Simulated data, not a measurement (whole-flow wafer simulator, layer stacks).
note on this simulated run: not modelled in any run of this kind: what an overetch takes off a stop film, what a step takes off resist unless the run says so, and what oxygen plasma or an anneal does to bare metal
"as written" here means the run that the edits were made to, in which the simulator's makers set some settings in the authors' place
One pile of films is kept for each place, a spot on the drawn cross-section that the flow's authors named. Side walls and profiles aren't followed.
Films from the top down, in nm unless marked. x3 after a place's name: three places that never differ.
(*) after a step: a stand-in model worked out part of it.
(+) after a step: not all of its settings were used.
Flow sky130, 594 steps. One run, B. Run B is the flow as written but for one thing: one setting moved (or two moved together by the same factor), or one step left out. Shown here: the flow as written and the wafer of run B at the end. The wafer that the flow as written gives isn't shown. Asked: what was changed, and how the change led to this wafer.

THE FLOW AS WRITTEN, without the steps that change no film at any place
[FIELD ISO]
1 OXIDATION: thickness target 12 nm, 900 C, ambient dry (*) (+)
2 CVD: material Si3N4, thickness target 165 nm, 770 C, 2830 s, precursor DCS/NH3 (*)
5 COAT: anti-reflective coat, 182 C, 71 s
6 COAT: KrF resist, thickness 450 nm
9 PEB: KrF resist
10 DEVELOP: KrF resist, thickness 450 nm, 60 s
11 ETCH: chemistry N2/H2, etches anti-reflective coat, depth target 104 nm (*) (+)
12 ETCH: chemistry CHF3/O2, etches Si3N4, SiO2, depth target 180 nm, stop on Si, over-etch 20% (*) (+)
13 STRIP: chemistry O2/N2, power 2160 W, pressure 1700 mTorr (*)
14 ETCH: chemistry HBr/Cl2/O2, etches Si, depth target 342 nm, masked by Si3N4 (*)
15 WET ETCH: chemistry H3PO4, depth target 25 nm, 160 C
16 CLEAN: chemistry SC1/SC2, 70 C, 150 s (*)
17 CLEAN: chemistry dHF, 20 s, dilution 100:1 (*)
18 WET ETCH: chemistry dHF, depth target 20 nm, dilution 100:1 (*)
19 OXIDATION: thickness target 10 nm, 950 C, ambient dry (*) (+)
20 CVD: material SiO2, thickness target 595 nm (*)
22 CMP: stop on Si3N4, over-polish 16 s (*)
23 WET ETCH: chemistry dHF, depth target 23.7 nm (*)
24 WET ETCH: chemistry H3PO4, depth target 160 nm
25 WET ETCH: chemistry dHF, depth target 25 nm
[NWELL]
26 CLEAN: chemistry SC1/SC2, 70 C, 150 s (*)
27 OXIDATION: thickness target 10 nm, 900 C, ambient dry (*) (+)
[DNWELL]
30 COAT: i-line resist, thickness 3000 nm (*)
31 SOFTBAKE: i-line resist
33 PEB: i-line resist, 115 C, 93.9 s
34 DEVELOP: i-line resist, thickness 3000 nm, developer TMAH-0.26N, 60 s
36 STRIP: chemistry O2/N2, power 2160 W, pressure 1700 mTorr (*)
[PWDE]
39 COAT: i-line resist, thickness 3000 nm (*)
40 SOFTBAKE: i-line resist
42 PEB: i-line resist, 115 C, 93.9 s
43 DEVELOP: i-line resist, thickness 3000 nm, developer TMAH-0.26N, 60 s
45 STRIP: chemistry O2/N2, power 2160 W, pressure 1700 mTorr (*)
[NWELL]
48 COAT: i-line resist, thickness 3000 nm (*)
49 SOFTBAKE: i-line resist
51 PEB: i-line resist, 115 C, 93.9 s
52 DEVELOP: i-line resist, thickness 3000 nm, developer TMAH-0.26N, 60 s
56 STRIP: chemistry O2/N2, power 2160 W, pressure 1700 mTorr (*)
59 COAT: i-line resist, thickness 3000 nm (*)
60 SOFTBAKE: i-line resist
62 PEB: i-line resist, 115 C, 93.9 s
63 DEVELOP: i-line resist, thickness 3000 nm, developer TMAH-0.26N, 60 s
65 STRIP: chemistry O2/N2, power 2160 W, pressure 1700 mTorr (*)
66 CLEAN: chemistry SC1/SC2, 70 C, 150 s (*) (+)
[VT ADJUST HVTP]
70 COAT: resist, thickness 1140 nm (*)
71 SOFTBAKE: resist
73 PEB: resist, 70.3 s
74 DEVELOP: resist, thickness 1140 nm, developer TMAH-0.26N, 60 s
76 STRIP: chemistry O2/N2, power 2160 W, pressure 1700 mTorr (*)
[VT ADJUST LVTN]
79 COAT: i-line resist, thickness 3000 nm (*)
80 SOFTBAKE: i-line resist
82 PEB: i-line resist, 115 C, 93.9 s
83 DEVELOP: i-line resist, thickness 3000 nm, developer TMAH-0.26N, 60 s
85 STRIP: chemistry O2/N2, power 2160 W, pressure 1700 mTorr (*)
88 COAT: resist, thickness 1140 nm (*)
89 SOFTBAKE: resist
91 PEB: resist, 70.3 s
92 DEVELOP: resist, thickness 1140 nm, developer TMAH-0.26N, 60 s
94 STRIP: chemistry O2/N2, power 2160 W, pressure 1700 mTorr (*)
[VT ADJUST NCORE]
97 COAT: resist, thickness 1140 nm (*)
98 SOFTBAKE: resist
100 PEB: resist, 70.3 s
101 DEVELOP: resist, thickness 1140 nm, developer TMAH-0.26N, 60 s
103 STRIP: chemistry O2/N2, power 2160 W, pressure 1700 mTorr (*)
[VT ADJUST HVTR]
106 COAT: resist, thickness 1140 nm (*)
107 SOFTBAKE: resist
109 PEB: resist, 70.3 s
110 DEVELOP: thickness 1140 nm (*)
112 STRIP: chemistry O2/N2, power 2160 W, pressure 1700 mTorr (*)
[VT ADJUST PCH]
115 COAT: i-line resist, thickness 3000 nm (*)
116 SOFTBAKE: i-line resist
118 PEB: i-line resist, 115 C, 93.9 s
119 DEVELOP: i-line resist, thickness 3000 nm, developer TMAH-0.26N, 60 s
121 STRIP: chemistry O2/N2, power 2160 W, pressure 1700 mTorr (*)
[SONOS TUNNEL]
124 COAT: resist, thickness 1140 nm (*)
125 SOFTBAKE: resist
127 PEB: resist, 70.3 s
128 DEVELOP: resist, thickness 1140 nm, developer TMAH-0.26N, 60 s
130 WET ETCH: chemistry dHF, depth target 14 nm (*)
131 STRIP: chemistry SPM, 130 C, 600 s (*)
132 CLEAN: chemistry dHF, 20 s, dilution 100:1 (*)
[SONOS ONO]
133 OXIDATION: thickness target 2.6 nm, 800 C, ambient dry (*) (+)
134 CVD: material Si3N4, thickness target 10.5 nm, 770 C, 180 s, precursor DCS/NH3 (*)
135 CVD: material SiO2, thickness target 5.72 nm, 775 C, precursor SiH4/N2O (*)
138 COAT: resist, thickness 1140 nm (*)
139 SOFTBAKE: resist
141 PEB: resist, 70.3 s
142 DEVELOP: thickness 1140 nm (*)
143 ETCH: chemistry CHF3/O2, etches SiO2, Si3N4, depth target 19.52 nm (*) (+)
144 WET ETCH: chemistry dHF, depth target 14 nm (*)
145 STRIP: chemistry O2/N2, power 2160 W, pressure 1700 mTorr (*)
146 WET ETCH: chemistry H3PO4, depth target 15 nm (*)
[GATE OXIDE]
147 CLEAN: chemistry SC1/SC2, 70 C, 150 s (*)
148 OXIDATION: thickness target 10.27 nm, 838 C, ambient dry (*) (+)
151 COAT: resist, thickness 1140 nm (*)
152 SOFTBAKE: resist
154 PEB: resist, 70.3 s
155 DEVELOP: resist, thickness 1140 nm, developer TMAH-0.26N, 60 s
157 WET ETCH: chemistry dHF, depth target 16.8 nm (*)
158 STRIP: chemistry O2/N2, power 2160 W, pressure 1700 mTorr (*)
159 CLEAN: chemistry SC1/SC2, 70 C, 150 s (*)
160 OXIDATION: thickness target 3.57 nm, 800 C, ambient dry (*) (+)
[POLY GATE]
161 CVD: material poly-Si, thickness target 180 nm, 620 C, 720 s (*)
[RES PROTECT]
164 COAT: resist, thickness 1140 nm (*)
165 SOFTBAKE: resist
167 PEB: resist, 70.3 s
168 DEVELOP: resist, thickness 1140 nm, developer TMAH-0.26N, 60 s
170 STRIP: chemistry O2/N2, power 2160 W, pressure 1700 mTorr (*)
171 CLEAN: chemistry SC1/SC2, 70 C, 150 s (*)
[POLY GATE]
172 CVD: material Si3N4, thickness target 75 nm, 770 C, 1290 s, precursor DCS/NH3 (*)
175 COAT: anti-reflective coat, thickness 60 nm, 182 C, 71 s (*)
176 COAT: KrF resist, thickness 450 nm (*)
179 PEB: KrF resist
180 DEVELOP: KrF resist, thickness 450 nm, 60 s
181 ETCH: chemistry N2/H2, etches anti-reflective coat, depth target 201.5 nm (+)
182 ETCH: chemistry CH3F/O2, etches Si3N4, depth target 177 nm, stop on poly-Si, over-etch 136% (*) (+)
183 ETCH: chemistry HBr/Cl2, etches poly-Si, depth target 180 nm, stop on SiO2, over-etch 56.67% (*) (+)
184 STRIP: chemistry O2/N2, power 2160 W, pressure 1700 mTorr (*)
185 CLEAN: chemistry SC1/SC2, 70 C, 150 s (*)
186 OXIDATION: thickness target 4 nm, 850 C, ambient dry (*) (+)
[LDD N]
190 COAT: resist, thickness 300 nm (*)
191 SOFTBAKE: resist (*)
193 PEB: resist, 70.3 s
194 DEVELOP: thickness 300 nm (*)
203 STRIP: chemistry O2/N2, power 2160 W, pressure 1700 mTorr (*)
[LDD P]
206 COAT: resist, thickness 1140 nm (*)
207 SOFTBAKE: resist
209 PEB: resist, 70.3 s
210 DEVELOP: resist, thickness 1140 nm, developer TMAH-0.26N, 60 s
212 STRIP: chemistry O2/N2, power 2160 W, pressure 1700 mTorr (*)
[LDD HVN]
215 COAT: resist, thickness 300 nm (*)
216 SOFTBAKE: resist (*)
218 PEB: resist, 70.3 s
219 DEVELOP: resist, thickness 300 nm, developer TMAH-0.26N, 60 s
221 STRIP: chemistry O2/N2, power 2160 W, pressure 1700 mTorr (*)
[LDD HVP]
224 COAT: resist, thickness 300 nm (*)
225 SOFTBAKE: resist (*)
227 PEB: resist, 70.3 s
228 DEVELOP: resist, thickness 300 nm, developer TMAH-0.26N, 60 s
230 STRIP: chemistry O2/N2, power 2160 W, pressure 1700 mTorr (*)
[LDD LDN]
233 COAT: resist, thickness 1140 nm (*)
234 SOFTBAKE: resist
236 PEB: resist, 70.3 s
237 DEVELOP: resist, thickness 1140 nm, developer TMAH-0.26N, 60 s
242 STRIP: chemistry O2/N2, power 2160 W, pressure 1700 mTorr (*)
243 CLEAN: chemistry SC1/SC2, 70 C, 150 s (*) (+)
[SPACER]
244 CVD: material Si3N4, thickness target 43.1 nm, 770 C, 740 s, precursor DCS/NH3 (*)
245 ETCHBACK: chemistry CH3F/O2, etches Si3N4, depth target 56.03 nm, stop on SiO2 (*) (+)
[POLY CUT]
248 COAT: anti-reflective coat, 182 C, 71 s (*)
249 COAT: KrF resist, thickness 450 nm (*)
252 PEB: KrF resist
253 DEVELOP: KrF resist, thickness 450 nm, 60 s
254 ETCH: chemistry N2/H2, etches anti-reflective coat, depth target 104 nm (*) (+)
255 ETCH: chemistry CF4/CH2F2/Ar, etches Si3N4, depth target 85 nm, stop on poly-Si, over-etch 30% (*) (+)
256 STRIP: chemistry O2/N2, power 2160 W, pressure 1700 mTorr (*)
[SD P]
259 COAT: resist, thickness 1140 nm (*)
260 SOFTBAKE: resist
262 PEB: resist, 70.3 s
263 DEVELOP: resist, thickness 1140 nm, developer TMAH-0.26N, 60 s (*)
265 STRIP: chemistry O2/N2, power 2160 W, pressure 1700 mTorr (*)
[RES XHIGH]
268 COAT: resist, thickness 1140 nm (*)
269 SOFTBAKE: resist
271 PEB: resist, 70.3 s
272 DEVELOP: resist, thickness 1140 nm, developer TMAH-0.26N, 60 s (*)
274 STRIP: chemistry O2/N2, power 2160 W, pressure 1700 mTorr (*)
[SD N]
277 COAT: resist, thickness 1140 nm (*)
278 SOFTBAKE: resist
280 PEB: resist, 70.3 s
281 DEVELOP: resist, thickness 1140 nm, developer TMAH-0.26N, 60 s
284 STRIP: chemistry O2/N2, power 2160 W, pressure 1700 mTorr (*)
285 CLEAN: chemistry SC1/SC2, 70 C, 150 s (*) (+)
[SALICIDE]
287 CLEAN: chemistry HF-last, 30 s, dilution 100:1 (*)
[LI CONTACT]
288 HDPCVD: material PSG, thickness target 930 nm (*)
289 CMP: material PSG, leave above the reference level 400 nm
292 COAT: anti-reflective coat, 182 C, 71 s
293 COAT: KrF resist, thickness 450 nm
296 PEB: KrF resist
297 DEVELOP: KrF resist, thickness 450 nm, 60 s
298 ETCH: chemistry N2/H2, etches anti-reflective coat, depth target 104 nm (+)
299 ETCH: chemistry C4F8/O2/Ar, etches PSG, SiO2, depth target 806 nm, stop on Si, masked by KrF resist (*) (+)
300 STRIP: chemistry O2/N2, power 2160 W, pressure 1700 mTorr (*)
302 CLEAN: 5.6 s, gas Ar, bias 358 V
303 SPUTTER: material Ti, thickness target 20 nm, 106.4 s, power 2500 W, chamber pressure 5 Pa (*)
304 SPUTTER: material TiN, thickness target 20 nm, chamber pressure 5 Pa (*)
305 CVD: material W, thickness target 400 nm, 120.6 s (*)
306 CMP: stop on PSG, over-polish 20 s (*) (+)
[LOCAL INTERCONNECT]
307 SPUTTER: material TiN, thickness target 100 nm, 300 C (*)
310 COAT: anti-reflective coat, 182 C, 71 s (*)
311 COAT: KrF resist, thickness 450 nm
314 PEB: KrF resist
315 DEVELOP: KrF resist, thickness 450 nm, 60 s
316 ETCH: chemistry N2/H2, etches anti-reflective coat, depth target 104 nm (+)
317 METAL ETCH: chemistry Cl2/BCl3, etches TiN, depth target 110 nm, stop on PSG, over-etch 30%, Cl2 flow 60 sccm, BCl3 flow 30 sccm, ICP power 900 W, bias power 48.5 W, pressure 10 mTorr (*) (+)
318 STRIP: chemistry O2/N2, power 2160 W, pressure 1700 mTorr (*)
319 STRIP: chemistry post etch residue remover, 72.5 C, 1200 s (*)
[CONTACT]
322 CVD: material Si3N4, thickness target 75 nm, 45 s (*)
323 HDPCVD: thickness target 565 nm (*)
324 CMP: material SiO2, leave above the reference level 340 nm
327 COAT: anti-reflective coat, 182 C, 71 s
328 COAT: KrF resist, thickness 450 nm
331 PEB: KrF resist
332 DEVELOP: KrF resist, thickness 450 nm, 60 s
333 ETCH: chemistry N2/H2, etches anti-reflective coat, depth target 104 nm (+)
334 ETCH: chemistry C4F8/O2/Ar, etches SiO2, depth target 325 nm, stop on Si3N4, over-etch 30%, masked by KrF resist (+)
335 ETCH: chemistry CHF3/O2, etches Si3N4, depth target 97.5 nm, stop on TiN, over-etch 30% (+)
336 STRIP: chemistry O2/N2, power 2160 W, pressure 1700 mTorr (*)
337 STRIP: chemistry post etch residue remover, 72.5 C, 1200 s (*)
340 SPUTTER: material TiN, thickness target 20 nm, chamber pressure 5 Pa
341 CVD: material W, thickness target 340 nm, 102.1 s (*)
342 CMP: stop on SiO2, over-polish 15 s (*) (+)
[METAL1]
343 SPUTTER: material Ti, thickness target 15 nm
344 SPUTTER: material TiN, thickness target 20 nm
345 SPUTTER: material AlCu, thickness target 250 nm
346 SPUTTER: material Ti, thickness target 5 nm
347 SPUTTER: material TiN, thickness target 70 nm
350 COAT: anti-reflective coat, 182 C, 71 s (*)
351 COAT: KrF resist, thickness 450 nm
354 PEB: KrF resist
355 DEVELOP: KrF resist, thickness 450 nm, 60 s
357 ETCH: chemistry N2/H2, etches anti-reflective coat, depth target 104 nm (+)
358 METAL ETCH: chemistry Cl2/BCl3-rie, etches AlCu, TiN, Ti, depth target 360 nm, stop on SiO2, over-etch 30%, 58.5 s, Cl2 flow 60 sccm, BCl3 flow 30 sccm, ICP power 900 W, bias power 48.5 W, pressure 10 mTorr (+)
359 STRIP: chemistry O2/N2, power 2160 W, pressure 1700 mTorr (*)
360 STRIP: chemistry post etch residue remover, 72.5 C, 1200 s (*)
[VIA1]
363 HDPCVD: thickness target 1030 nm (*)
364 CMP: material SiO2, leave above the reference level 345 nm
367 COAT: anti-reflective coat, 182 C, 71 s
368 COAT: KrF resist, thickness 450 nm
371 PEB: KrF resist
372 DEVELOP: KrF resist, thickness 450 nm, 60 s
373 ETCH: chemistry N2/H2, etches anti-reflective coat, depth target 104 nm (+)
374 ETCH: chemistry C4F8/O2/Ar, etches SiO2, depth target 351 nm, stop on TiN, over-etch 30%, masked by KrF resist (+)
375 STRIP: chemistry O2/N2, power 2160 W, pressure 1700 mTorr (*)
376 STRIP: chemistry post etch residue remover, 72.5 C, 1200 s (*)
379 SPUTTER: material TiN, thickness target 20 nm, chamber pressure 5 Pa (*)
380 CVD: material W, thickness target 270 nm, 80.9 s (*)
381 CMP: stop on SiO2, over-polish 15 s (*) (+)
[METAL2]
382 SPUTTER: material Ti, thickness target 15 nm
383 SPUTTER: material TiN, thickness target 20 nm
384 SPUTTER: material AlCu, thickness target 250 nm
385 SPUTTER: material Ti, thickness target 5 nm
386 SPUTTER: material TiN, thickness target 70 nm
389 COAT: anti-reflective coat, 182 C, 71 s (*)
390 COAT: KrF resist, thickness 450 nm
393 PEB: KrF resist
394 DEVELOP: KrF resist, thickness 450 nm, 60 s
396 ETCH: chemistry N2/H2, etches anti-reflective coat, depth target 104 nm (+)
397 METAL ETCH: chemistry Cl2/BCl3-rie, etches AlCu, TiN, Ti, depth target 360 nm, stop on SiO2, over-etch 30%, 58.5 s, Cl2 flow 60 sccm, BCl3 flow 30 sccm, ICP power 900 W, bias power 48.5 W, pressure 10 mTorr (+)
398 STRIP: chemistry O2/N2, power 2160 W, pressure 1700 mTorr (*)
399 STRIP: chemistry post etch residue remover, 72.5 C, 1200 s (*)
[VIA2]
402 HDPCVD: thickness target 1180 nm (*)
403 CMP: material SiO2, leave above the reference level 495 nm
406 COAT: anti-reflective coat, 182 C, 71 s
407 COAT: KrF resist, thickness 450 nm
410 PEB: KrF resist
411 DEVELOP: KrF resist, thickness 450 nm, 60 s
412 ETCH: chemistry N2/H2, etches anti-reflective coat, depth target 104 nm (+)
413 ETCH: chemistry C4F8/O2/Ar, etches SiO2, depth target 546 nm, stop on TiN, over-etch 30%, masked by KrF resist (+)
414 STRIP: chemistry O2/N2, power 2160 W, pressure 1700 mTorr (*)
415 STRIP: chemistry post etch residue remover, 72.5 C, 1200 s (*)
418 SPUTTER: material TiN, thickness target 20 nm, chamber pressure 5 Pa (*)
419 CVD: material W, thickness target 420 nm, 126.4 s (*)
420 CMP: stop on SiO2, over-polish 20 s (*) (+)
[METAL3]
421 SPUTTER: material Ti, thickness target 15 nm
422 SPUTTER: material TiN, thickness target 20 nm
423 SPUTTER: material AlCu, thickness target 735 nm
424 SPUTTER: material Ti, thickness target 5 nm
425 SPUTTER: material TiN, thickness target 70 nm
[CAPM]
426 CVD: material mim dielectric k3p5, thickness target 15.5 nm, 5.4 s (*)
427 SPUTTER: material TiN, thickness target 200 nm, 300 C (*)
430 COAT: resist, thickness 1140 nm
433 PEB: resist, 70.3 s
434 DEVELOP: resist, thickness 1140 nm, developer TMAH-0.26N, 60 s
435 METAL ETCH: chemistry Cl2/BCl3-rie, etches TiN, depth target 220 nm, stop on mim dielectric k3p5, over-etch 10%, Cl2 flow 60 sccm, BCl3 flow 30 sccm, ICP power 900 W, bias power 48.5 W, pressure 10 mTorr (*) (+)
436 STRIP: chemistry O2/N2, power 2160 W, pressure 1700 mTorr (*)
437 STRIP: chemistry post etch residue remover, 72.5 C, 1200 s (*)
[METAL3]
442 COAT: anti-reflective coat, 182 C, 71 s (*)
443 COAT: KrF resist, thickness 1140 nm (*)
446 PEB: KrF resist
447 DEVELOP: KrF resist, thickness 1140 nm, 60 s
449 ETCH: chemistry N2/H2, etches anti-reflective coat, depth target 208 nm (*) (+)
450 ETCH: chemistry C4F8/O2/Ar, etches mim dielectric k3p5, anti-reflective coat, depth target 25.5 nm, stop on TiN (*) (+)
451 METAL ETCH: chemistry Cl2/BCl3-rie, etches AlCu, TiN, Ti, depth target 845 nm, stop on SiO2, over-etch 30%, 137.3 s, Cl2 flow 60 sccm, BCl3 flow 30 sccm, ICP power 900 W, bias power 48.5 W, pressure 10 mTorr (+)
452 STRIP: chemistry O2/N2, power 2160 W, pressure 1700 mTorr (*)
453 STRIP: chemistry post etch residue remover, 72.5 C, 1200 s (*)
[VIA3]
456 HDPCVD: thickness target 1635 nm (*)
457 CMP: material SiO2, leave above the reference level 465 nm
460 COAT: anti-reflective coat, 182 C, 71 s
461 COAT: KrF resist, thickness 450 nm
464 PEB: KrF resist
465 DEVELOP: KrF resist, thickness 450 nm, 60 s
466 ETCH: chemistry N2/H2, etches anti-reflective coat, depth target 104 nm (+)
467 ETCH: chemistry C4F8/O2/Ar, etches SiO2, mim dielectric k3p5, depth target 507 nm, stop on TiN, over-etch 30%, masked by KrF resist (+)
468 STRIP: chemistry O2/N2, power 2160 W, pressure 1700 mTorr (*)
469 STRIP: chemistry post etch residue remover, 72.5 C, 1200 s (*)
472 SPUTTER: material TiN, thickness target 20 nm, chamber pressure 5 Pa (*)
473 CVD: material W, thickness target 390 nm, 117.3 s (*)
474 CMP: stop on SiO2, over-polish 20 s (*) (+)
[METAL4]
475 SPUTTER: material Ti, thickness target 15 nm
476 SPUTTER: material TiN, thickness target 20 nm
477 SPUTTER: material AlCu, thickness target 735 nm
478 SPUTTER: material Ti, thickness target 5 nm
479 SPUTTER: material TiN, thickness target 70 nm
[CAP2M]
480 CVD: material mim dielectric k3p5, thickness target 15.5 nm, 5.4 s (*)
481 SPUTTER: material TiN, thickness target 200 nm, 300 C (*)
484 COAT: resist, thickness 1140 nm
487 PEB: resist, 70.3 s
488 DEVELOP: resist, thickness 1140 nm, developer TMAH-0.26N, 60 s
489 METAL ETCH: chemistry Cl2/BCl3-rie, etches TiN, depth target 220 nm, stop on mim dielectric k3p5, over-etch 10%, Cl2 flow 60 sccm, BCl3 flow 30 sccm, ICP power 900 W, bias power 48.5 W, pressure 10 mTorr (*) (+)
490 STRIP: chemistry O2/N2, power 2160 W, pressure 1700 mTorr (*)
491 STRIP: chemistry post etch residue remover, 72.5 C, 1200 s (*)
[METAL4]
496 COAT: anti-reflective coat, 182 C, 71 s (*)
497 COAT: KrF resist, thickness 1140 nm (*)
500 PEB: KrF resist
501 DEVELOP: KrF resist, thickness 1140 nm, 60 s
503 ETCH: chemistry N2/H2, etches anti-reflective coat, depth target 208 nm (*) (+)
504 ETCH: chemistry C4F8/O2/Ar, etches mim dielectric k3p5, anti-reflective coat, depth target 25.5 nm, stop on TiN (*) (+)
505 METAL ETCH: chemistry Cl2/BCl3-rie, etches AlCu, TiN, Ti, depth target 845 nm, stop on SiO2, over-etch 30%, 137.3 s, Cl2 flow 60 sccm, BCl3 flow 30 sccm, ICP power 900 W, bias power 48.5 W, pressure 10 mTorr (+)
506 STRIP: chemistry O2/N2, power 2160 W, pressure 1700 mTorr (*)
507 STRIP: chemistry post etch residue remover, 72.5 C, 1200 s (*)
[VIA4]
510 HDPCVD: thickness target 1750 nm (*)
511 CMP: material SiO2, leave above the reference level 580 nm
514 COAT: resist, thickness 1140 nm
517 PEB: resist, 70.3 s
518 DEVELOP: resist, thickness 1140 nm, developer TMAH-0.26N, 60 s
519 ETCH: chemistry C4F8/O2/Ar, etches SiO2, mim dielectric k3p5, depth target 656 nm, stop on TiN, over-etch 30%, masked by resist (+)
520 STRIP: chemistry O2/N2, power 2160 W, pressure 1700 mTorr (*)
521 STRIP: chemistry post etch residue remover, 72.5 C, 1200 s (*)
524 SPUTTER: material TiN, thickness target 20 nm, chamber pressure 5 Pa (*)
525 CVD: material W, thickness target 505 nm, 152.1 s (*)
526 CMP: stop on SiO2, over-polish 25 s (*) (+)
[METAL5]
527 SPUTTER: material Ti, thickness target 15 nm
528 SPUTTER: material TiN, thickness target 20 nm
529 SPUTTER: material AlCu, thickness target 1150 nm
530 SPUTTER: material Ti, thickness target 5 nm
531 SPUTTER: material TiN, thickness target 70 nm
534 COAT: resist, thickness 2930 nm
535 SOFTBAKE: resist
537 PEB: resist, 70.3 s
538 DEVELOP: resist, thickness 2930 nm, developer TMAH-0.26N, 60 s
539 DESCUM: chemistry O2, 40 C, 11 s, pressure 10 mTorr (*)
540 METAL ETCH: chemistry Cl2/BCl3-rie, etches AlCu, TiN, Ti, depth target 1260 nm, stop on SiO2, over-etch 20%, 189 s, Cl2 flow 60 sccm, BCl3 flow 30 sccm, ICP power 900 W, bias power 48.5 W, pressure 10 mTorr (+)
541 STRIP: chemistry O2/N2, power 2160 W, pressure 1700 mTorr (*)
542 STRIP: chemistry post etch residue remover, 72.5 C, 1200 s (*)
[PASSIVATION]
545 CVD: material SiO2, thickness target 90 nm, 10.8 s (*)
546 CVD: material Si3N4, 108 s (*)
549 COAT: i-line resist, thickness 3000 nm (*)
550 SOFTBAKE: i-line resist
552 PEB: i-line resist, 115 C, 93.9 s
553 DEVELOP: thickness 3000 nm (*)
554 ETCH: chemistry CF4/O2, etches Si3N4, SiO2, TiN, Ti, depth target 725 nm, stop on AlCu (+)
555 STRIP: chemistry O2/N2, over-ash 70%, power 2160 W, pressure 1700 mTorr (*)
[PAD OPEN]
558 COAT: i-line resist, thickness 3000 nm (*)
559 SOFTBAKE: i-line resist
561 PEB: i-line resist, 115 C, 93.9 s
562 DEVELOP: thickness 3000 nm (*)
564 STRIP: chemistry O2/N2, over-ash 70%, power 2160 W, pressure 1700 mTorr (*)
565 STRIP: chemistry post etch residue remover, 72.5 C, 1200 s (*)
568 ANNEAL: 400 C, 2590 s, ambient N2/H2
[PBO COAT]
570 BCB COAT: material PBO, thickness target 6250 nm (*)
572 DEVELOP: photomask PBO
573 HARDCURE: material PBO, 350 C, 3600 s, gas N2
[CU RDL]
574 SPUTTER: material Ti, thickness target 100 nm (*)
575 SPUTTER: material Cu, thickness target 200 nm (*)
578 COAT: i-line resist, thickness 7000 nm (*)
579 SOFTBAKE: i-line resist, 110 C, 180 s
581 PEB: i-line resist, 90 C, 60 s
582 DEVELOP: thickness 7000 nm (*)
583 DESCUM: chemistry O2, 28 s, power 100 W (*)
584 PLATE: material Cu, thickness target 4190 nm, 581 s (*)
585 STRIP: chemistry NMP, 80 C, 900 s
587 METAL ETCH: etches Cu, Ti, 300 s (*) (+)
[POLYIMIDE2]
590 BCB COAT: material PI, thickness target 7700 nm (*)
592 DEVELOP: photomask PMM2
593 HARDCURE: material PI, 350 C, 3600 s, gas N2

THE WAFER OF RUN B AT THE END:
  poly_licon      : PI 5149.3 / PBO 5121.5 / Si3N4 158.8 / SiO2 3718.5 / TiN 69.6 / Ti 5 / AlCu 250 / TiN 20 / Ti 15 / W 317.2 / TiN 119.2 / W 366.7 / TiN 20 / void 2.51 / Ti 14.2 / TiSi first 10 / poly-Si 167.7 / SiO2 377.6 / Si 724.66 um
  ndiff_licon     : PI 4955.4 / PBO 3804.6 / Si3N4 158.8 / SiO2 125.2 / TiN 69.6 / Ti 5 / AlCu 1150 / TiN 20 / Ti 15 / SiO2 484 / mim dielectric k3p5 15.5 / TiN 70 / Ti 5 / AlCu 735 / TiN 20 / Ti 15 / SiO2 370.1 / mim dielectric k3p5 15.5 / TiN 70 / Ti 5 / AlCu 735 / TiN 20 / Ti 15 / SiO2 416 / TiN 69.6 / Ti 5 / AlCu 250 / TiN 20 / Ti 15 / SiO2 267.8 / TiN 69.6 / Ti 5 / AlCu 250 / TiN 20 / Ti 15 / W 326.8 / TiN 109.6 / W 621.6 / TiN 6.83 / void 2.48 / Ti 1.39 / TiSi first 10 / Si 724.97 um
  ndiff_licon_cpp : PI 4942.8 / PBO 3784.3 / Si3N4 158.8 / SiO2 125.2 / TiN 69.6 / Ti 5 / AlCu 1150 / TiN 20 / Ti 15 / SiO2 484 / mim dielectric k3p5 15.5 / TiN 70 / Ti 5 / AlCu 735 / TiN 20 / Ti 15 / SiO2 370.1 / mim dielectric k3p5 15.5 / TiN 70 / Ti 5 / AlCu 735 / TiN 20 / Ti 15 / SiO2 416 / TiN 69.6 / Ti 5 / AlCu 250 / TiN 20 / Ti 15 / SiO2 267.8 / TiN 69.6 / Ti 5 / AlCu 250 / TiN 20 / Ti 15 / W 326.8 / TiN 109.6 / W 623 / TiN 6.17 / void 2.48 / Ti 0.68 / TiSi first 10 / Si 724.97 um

The cause: step 573, HARDCURE: 402 C was run, where the flow has 350 C.

How the change led to this, step by step:
  573 HARDCURE: material PBO, 350 C, 3600 s, gas N2
      poly_licon, rpo_hd_licon: PBO -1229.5, void +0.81, Ti -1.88, TiSi first +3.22, poly-Si -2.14 (as written it would be: PBO -1229.5, void +0.07, Ti -0.17, TiSi first +0.3, poly-Si -0.2)
      ndiff_licon: PBO -1235.4, void +0.8, Ti -1.88, TiSi first +3.22, Si -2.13 (as written it would be: PBO -1235.4, void +0.07, Ti -0.17, TiSi first +0.3, Si -0.2)
      (and at 1 more place)
